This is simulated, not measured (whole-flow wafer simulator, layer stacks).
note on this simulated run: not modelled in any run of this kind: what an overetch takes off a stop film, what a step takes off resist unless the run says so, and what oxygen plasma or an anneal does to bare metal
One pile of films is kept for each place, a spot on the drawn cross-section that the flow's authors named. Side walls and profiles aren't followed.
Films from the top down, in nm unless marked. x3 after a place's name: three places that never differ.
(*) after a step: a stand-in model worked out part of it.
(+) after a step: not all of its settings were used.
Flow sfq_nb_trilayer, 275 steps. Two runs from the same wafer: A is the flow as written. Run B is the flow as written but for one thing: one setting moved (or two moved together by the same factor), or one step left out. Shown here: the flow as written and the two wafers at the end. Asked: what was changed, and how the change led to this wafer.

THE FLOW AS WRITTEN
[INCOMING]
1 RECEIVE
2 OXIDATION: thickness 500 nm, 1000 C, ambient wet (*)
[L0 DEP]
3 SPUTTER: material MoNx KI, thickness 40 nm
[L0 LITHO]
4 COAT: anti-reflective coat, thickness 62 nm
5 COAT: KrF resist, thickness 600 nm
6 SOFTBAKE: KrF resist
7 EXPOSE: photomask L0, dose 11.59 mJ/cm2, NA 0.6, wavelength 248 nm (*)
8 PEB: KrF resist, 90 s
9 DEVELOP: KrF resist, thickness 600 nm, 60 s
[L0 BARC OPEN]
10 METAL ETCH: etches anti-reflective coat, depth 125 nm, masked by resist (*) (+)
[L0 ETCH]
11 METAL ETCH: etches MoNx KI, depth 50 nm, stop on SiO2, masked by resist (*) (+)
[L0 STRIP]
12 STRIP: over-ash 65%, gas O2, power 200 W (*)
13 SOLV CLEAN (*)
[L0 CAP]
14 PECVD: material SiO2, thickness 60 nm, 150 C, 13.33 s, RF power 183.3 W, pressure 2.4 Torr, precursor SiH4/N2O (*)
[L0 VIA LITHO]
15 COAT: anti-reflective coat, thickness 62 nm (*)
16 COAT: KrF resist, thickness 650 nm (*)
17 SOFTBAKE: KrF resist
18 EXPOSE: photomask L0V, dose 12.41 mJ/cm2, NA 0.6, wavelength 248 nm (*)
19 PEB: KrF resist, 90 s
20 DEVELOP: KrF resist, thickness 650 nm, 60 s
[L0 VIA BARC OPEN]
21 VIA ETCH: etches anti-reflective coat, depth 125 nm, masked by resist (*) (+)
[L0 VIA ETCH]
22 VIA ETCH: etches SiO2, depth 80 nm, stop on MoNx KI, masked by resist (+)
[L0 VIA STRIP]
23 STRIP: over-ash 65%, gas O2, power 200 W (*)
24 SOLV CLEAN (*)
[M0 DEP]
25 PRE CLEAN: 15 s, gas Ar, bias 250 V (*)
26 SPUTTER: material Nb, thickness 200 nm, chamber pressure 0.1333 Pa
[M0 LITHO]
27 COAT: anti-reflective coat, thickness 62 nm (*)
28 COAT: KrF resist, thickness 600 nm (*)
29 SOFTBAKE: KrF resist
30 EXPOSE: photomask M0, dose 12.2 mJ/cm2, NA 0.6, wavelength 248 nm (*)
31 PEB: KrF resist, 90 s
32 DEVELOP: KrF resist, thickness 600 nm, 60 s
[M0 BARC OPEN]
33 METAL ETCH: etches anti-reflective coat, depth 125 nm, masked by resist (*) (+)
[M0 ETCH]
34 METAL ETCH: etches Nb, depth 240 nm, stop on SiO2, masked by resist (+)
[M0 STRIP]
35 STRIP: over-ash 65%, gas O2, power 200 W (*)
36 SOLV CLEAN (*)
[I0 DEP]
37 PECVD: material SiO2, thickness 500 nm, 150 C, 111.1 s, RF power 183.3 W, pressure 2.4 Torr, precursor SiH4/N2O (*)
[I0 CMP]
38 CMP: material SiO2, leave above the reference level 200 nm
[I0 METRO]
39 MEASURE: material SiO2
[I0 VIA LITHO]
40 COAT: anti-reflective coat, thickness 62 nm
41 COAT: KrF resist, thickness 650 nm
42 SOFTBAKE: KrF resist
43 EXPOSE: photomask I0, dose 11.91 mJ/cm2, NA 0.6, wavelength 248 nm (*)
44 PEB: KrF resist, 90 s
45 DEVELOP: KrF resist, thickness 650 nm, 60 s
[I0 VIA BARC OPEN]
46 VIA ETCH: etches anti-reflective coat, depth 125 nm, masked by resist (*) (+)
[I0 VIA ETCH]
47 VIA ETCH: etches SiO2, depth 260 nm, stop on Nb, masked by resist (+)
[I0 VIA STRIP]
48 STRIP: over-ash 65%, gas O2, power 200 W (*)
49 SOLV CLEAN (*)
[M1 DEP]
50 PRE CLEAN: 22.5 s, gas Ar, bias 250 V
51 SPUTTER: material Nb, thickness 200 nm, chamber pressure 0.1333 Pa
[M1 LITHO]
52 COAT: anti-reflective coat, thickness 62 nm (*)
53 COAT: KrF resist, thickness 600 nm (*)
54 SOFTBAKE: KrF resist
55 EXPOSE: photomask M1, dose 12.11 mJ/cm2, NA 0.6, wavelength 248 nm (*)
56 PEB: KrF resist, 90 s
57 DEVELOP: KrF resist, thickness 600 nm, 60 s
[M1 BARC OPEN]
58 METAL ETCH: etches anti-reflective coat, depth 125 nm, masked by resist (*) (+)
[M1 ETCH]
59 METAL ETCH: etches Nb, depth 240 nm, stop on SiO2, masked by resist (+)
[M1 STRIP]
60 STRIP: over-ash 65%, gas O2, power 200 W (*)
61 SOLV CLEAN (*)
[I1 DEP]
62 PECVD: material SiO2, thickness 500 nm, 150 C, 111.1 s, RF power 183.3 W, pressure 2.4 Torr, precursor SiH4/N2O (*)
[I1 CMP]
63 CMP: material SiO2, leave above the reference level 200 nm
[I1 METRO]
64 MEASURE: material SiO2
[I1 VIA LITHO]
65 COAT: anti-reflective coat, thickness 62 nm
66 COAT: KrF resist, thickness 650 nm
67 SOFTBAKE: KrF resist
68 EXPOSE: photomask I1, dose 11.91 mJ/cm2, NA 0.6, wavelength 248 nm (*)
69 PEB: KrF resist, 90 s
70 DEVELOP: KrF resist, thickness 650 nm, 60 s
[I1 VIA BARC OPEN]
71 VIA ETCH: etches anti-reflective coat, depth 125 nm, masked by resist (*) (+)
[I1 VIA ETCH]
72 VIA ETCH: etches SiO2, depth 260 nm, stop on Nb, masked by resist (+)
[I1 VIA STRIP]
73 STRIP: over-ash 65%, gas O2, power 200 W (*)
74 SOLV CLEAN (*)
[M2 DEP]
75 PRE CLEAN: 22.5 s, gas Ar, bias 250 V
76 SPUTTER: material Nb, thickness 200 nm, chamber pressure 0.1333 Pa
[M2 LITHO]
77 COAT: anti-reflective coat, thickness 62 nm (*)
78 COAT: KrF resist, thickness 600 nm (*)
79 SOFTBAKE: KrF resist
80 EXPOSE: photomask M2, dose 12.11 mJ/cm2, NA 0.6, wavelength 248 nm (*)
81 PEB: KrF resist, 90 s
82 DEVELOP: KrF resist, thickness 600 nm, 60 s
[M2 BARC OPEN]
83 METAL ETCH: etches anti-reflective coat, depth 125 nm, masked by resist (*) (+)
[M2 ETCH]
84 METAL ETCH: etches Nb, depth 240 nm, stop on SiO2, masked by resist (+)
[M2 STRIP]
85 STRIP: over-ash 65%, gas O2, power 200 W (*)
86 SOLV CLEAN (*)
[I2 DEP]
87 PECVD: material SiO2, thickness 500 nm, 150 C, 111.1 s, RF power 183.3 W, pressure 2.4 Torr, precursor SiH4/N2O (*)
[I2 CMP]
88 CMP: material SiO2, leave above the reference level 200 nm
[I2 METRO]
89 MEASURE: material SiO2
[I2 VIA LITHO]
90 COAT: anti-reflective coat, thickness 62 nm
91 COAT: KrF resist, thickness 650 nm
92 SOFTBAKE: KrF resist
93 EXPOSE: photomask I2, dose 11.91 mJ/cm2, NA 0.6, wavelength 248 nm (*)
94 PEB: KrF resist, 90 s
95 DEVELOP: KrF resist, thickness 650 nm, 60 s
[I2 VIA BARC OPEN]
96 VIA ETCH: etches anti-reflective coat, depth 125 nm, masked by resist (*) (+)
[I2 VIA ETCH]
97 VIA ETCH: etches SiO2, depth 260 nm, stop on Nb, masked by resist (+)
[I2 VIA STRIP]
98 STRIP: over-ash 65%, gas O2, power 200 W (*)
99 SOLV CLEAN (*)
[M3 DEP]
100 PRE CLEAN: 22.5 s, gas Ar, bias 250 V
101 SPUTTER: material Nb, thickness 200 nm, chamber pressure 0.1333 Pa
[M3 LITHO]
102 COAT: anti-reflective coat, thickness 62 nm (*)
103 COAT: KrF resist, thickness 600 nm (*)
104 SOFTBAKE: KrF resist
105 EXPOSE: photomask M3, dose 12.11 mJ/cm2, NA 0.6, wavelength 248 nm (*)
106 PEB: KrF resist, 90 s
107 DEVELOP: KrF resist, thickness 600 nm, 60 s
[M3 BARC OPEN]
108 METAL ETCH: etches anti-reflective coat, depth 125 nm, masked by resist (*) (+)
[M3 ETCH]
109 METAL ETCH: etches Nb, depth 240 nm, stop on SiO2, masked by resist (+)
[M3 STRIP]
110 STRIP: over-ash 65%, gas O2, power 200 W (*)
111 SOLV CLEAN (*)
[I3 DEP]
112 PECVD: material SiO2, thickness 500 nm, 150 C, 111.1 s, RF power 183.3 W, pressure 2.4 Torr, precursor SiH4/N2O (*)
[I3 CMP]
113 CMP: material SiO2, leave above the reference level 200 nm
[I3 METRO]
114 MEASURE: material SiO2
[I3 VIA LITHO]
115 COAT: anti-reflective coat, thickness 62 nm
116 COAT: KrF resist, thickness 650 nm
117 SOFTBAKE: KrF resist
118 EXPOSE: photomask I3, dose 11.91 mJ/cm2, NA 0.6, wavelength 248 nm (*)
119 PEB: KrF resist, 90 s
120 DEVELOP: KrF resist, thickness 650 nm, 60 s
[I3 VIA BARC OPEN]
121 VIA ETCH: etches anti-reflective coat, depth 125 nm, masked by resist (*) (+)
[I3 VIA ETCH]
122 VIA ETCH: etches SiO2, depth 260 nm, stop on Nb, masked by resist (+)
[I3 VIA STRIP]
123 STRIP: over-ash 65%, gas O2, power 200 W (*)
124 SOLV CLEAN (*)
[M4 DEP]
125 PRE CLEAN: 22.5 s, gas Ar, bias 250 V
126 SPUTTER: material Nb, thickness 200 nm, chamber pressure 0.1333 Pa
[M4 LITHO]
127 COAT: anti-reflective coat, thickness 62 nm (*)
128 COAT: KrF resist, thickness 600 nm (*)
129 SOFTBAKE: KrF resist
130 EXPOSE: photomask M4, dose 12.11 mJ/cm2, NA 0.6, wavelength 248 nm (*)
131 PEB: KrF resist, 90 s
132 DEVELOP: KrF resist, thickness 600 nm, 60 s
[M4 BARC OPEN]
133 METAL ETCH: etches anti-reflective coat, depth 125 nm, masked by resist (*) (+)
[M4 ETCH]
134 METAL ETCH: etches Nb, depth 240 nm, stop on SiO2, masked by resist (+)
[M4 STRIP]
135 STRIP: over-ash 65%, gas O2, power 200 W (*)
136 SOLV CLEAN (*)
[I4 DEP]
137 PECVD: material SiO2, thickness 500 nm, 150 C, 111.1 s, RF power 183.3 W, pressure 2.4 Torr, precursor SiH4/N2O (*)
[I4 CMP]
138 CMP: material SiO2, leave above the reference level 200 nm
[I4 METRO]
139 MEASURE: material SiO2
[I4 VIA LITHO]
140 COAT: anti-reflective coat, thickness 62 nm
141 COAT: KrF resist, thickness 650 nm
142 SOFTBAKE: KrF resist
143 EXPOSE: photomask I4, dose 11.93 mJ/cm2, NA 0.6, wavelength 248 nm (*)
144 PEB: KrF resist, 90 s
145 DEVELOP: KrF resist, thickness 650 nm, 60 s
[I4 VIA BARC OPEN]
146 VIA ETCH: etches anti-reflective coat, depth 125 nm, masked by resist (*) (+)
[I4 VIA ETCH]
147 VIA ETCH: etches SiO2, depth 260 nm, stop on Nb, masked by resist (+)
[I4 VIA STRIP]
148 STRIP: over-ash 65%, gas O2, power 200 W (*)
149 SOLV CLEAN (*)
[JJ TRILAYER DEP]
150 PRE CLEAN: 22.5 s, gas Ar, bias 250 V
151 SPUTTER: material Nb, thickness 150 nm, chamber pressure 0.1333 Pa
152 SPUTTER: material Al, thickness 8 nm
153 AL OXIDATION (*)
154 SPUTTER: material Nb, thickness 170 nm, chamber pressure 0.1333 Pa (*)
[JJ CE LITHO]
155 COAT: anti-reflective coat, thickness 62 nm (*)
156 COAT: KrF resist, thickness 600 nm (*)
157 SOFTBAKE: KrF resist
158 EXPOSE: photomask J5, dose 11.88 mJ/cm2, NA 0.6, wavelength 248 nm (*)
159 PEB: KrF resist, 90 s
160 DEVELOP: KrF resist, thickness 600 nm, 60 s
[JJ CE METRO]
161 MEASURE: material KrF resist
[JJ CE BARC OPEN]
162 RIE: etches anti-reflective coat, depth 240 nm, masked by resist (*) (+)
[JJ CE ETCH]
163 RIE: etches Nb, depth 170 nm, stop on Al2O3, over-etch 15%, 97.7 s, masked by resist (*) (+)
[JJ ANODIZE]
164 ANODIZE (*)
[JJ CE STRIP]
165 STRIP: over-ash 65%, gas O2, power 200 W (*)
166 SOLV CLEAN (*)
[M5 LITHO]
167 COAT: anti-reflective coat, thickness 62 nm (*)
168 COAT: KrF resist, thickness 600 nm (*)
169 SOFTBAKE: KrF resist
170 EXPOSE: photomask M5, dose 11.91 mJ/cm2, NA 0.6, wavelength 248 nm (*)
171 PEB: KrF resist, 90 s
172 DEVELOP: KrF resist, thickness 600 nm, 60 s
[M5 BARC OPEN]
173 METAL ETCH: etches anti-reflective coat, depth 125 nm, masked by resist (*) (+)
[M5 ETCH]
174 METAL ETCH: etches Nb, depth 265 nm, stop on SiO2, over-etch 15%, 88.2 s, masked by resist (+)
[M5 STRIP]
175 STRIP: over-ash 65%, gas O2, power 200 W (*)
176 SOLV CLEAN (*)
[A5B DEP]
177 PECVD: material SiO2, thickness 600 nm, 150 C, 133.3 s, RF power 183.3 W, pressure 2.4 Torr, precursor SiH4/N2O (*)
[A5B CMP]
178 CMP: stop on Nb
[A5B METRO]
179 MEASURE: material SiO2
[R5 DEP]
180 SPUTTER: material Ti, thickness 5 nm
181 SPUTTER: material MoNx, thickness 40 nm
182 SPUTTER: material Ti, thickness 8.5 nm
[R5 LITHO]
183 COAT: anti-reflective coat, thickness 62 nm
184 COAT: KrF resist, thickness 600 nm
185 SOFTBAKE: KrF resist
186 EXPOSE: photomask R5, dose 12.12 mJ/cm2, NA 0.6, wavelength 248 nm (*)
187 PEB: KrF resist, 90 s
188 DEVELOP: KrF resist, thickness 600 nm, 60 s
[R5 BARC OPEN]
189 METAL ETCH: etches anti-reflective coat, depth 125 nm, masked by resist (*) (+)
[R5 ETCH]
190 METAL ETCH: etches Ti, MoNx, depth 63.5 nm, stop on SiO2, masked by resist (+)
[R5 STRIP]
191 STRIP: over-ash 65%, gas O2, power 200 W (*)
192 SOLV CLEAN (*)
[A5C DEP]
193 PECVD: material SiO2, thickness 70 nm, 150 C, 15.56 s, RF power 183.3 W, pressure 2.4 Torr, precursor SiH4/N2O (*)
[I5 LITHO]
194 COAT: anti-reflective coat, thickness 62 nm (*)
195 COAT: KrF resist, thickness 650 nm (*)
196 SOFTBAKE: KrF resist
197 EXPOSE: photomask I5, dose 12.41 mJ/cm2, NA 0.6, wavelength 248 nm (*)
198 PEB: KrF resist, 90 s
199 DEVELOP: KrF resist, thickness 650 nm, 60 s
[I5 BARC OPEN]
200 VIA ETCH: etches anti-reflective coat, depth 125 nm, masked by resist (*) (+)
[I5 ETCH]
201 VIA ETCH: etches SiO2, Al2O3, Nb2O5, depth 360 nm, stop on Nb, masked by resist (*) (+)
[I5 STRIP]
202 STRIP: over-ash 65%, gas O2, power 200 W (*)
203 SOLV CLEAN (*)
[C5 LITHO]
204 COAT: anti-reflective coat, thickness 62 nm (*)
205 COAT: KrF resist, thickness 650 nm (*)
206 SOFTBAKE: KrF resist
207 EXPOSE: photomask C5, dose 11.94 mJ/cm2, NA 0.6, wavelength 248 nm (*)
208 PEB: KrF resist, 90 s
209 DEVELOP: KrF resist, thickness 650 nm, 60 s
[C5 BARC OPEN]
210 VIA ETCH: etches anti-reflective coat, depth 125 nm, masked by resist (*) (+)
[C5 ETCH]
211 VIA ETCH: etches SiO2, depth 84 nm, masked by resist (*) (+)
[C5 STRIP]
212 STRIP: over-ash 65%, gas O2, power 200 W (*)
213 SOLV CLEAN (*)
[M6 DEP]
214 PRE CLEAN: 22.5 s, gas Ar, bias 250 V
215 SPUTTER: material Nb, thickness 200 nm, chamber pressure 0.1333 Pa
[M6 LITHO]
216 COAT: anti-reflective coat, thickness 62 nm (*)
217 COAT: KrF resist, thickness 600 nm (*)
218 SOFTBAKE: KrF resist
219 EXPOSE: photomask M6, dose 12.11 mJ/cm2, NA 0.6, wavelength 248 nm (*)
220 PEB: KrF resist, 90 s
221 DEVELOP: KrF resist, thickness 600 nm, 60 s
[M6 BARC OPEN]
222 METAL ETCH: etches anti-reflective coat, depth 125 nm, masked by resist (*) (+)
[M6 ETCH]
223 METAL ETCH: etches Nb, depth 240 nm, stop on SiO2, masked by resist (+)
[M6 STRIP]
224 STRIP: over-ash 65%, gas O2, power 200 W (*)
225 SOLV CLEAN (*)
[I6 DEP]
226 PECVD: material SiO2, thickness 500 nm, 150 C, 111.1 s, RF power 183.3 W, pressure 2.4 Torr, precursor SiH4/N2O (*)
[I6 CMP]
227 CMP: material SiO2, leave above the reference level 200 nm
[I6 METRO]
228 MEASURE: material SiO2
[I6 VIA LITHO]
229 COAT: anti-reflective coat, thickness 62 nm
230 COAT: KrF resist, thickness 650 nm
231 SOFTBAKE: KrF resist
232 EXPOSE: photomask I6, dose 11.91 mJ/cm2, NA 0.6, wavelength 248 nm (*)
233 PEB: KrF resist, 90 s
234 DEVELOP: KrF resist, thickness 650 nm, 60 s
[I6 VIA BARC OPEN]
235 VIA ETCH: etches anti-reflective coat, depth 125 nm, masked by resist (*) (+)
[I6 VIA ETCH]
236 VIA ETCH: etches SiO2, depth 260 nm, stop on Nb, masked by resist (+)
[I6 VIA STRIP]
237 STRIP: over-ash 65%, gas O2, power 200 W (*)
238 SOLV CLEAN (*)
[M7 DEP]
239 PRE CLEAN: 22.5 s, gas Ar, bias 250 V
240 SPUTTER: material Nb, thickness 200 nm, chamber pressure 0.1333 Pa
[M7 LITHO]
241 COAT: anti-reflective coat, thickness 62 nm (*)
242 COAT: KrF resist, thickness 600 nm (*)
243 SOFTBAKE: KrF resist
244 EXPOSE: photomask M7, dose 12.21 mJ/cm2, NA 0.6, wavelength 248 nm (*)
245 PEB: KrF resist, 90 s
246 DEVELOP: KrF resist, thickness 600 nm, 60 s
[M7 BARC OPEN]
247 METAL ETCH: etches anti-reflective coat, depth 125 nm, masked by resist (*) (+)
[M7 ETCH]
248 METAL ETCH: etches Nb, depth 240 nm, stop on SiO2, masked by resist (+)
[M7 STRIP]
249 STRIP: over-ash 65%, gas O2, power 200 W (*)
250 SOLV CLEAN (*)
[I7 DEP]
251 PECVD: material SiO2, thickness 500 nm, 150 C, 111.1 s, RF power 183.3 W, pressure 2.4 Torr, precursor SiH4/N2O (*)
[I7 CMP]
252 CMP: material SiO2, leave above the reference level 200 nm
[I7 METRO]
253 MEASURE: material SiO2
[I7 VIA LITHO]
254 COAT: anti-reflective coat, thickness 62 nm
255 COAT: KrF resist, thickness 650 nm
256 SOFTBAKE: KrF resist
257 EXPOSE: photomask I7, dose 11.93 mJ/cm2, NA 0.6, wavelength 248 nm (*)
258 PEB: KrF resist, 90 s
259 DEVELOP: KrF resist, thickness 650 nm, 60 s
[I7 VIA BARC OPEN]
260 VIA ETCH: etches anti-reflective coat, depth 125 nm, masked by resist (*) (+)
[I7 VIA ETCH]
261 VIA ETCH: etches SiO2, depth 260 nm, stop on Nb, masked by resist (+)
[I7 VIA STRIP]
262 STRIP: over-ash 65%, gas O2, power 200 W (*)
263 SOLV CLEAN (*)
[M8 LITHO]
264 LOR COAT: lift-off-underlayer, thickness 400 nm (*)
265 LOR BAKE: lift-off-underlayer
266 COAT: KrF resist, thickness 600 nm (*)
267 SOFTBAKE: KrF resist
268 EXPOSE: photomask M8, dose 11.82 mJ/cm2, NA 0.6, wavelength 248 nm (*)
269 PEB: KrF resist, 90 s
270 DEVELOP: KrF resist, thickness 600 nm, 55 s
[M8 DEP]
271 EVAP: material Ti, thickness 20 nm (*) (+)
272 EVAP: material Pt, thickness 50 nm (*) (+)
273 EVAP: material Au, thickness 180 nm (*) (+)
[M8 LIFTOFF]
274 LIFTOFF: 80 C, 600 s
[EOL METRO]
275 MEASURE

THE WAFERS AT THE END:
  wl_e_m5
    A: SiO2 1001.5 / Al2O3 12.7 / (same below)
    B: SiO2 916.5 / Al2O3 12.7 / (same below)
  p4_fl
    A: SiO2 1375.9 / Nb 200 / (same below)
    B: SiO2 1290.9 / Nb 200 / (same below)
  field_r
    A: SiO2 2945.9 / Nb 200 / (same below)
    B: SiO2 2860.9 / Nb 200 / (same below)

The cause: step 215, SPUTTER: thickness 115 nm was run, where the flow has thickness 200 nm.

How the change led to this, step by step:
  215 SPUTTER: material Nb, thickness 200 nm, chamber pressure 0.1333 Pa
      field_l, v_sur, via_wl and 100 more: A Nb +200 (new film) | B Nb +115 (new film)
      be: A Nb +147.3 | B Nb +85.2
      (and at 2 more places)
  216 COAT: anti-reflective coat, thickness 62 nm (*)
      be: A anti-reflective coat +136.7 (new film) | B anti-reflective coat +129.7 (new film)
      c5j: A anti-reflective coat +110.7 (new film) | B anti-reflective coat +107.7 (new film)
  223 METAL ETCH: etches Nb, depth 240 nm, stop on SiO2, masked by resist (+)
      field_l, gap, moat and 76 more: A Nb -200 (all of it) | B Nb -115 (all of it)
      v_sur, via_wl, via_w and 24 more: A KrF resist -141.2 | B KrF resist -101.5
  224 STRIP: over-ash 65%, gas O2, power 200 W (*)
      wl_j_sl, wl_j_sr: A KrF resist -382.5 (all of it), anti-reflective coat -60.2 (all of it) | B KrF resist -422.2 (all of it), anti-reflective coat -60.2 (all of it)
      wl_c_m6, wl_f_m6: A KrF resist -382.3 (all of it), anti-reflective coat -62 (all of it) | B KrF resist -422 (all of it), anti-reflective coat -62 (all of it)
      (and at 23 more places)
  226 PECVD: material SiO2, thickness 500 nm, 150 C, 111.1 s, RF power 183.3 W, pressure 2.4 Torr, precursor SiH4/N2O (*)
      gap, wl_a_sl, m6r_space_l x2: A SiO2 +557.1 | B SiO2 +500
      be: A SiO2 +693.5 (new film) | B SiO2 +661 (new film)
  227 CMP: material SiO2, leave above the reference level 200 nm
      field_l, p4_fl, p4_fm and 59 more: A SiO2 -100 | B SiO2 -185
      moat, field_r, lsp_l, ln_m5, lsp_m: A SiO2 -93.6 | B SiO2 -185
      (and at 13 more places)
